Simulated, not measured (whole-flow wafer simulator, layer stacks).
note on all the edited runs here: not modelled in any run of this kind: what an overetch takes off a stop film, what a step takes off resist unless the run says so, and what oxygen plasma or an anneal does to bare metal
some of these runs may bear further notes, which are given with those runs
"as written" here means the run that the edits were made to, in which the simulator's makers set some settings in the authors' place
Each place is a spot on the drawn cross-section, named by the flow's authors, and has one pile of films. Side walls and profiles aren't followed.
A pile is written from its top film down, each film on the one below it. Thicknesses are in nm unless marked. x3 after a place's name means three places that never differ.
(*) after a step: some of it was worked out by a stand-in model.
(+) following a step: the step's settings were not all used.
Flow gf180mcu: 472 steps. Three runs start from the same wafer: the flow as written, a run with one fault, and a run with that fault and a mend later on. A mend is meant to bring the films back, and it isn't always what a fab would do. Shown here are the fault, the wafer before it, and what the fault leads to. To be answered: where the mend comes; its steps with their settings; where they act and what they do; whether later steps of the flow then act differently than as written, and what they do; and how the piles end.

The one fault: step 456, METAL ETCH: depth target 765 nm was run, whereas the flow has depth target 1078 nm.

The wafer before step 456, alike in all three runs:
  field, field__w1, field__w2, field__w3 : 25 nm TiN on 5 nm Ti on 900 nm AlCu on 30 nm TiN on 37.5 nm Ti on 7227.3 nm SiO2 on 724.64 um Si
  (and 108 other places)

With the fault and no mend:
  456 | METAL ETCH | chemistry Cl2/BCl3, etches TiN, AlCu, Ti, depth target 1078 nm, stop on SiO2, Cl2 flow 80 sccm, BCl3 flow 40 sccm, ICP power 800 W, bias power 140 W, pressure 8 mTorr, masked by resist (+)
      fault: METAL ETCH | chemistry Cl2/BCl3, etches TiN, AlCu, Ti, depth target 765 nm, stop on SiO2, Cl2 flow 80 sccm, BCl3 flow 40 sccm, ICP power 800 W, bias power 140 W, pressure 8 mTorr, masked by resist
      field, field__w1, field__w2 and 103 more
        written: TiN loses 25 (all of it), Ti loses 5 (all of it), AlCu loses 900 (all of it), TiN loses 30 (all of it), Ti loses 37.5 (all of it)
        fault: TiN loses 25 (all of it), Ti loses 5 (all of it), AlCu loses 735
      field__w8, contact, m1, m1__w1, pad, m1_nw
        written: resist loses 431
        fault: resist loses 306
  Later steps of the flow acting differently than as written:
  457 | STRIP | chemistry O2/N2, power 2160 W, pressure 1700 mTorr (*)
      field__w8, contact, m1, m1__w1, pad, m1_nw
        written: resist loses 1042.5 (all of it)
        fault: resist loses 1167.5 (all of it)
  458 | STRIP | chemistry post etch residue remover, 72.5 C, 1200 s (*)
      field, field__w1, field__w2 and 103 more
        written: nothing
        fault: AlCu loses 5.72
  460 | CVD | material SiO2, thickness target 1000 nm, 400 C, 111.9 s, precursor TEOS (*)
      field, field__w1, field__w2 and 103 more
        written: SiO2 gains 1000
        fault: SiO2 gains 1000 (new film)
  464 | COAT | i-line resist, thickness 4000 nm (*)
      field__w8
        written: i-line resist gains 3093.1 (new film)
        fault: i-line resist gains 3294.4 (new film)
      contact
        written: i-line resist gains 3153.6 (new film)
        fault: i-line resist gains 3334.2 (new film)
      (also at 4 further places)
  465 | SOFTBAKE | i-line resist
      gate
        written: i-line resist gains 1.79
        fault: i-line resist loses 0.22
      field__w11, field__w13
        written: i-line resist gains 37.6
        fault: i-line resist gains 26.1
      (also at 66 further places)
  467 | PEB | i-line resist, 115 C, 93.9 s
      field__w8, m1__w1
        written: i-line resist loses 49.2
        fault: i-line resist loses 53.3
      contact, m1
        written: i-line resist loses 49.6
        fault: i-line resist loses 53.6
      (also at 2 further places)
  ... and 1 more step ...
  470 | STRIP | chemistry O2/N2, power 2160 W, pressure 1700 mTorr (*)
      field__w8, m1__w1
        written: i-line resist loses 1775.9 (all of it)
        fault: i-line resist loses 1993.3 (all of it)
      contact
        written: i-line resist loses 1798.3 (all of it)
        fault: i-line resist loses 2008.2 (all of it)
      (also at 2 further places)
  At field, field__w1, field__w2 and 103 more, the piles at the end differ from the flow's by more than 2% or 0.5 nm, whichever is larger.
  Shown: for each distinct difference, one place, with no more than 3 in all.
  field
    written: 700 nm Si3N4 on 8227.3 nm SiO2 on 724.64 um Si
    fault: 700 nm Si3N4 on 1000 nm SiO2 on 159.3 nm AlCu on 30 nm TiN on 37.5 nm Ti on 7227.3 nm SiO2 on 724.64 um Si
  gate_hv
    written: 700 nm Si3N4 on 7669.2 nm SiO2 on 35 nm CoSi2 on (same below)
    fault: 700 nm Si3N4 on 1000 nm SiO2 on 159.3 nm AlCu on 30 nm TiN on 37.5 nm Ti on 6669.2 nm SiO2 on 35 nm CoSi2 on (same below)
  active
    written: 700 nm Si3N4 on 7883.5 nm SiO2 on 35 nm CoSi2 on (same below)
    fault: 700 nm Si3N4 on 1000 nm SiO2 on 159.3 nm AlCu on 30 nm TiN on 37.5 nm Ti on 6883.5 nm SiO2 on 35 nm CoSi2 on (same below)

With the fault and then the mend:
  The mend follows step 458.
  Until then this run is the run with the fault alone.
  458a | DEHYDRATE | 200 C, 60 s (the flow's step 449, run once more)
      alters no film at any place that is followed
  458b | HMDS | 120 C, 60 s (the flow's step 450, run once more)
      alters no film at any place that is followed
  458c | COAT | resist, thickness 1500 nm (*) (the flow's step 451, run once more)
      iso_ptap_pw, iso_ntap_nw, iso_nw_fld and 33 more
        resist gains 1500 (new film)
      field_sub, field_sub__w1, field_sub__w2, field_sub__w5, ld_acc_n, ld_fp_n, ld_drift_n, ld_drn_n
        resist gains 1509.6 (new film)
      p_well, sti, spacer, sd_n, mim_1p0, dice_street
        resist gains 1503.7 (new film)
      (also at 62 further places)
  458d | SOFTBAKE | resist (the flow's step 452, run once more)
      sd_p_hv, nw_enc_fld__w1
        resist loses 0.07
      field
        resist loses 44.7
      field__w1
        resist gains 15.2
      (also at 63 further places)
  458e | EXPOSE | photomask MetalTop (the flow's step 453, run once more)
      alters no film at any place that is followed
  458f | PEB | resist, 70.3 s (the flow's step 454, run once more)
      field__w2, field__w3, field__w5 and 41 more
        resist loses 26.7
      iso_ptap_pw, iso_ntap_nw, iso_nw_fld and 33 more
        resist loses 26.5
      p_well, sti, spacer, sd_n, mim_1p0, dice_street
        resist loses 26.6
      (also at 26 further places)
  458g | DEVELOP | thickness 1500 nm, 60 s (the flow's step 455, run once more)
      iso_ptap_pw, iso_ntap_nw, iso_nw_fld and 33 more
        resist loses 1473.5 (all of it)
      field__w5, field__w9, nplus_u, pplus_u, nw_enc_fld_lv__w1, nw_enc_fld_lv__w4
        resist loses 1483.5 (all of it)
      p_well, sti, spacer, sd_n, mim_1p0, dice_street
        resist loses 1477.1 (all of it)
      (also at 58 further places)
  458h | METAL ETCH | chemistry Cl2/BCl3, etches TiN, AlCu, Ti, depth target 312.5 nm, stop on SiO2, Cl2 flow 80 sccm, BCl3 flow 40 sccm, ICP power 800 W, bias power 140 W, pressure 8 mTorr, masked by resist (+) (the flow's step 456, run once more with other settings)
      field, field__w1, field__w2 and 103 more
        AlCu loses 159.3 (all of it), TiN loses 30 (all of it), Ti loses 37.5 (all of it)
      field__w8, contact, m1, m1__w1, pad, m1_nw
        resist loses 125
  458i | STRIP | chemistry O2/N2, power 2160 W, pressure 1700 mTorr (*) (the flow's step 457, run once more)
      field__w8
        resist loses 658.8 (all of it)
      contact
        resist loses 656.6 (all of it)
      m1
        resist loses 656.9 (all of it)
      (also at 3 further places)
  458j | STRIP | chemistry post etch residue remover, 72.5 C, 1200 s (*) (the flow's step 458, run once more)
      field__w8, contact, m1, m1__w1, pad, m1_nw
        TiN loses 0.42
  None of the later steps of the flow differs from how it acts as written, at any place that is followed, by more than 2% or 0.5 nm, whichever is larger.
  The piles end only slightly different from the flow's at the places that both follow, by no more than 2% or 0.5 nm, whichever is larger.
